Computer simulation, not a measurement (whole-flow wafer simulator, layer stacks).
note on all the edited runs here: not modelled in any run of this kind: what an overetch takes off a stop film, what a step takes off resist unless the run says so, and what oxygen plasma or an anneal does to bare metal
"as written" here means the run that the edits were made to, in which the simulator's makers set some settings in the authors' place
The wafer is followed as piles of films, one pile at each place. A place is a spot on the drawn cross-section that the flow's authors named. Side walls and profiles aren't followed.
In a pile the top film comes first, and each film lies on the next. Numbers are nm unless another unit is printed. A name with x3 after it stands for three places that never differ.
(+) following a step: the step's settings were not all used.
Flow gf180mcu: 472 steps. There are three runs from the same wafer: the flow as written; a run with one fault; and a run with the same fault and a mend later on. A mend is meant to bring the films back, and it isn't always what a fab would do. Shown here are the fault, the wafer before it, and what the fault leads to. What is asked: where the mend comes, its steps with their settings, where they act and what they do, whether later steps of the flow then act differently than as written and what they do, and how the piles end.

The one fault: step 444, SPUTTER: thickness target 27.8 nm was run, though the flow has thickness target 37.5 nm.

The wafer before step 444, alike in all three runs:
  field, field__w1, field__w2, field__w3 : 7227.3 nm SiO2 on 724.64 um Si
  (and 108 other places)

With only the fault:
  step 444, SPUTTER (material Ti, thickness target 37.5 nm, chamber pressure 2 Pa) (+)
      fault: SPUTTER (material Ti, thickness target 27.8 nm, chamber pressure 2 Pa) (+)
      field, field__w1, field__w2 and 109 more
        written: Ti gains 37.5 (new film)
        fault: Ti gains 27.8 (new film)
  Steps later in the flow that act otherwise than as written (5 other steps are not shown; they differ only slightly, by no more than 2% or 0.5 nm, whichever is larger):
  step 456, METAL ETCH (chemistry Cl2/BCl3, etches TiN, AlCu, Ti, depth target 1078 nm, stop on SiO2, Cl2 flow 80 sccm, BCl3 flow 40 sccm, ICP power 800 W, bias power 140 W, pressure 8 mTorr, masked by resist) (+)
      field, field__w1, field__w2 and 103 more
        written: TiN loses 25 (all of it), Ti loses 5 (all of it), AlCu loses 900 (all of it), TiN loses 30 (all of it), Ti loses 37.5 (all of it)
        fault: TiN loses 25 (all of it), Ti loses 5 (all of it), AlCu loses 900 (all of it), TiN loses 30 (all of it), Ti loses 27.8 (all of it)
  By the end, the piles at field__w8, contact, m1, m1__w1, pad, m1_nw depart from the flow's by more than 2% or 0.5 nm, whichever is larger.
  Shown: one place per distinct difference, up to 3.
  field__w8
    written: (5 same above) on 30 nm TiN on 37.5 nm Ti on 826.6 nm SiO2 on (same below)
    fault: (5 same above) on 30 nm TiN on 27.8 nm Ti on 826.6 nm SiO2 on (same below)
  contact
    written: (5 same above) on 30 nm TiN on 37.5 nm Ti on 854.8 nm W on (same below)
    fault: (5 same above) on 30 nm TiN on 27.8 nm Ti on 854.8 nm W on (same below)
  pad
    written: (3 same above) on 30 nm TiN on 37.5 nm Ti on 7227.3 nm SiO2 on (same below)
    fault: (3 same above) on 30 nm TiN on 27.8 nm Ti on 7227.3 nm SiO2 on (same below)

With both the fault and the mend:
  After step 444 comes the mend.
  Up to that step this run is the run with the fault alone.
  step 444a, SPUTTER (material Ti, thickness target 9.7 nm, chamber pressure 2 Pa) (+) (a further turn of the flow's step 444, with different settings)
      field, field__w1, field__w2 and 109 more
        Ti gains 9.7
  Later steps of the flow that are run all act as written at every place that is followed.
  The piles end the same as the flow's at every place that both follow.
